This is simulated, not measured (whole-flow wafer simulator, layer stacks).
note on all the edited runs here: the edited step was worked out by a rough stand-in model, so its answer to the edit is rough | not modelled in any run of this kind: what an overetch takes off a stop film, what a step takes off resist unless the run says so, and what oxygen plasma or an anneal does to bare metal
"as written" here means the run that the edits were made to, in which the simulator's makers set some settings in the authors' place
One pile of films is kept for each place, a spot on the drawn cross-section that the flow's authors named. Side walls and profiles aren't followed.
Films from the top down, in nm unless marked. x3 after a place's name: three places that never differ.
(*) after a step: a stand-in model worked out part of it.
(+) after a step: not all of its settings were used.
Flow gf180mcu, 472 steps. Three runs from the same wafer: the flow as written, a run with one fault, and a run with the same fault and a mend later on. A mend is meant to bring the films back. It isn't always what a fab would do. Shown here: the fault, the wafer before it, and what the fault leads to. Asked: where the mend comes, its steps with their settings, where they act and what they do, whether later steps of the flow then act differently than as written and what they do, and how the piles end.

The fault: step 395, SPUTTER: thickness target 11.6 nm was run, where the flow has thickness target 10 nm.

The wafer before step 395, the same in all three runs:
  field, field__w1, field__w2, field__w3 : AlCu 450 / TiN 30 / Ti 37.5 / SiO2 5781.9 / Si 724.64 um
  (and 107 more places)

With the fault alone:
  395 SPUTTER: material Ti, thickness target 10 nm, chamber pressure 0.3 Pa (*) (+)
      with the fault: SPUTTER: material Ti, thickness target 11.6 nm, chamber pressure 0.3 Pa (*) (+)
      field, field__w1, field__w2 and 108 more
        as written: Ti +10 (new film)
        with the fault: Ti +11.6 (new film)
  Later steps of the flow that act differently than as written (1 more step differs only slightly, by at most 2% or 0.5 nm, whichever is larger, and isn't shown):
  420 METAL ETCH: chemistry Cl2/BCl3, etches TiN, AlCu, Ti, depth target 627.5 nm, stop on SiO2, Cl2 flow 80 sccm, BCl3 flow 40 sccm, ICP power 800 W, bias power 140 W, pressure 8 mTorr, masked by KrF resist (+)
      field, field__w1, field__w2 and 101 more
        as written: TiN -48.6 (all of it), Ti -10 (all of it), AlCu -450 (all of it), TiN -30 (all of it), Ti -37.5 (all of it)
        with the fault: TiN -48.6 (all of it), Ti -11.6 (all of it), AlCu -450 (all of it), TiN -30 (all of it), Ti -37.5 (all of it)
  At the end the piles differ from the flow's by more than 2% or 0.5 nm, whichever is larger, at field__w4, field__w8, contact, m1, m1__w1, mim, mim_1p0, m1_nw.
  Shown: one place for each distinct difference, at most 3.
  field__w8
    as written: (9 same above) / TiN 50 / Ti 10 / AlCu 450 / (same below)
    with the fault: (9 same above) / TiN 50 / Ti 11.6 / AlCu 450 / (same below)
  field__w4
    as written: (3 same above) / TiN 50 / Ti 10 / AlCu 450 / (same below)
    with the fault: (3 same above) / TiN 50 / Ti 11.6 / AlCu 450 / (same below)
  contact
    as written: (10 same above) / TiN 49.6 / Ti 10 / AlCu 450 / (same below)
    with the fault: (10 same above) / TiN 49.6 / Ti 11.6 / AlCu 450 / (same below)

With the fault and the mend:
  The mend comes after step 395.
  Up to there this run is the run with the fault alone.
  395a METAL ETCH: chemistry Cl2/BCl3, etches TiN, AlCu, Ti, depth target 1.6 nm, Cl2 flow 80 sccm, BCl3 flow 40 sccm, ICP power 800 W, bias power 140 W, pressure 8 mTorr (the flow's step 260 once more, with other settings)
      field, field__w1, field__w2 and 108 more
        Ti -1.6
  No later step of the flow acts differently than as written at any place that is followed.
  At the end the piles are the same as the flow's at every place that both follow.
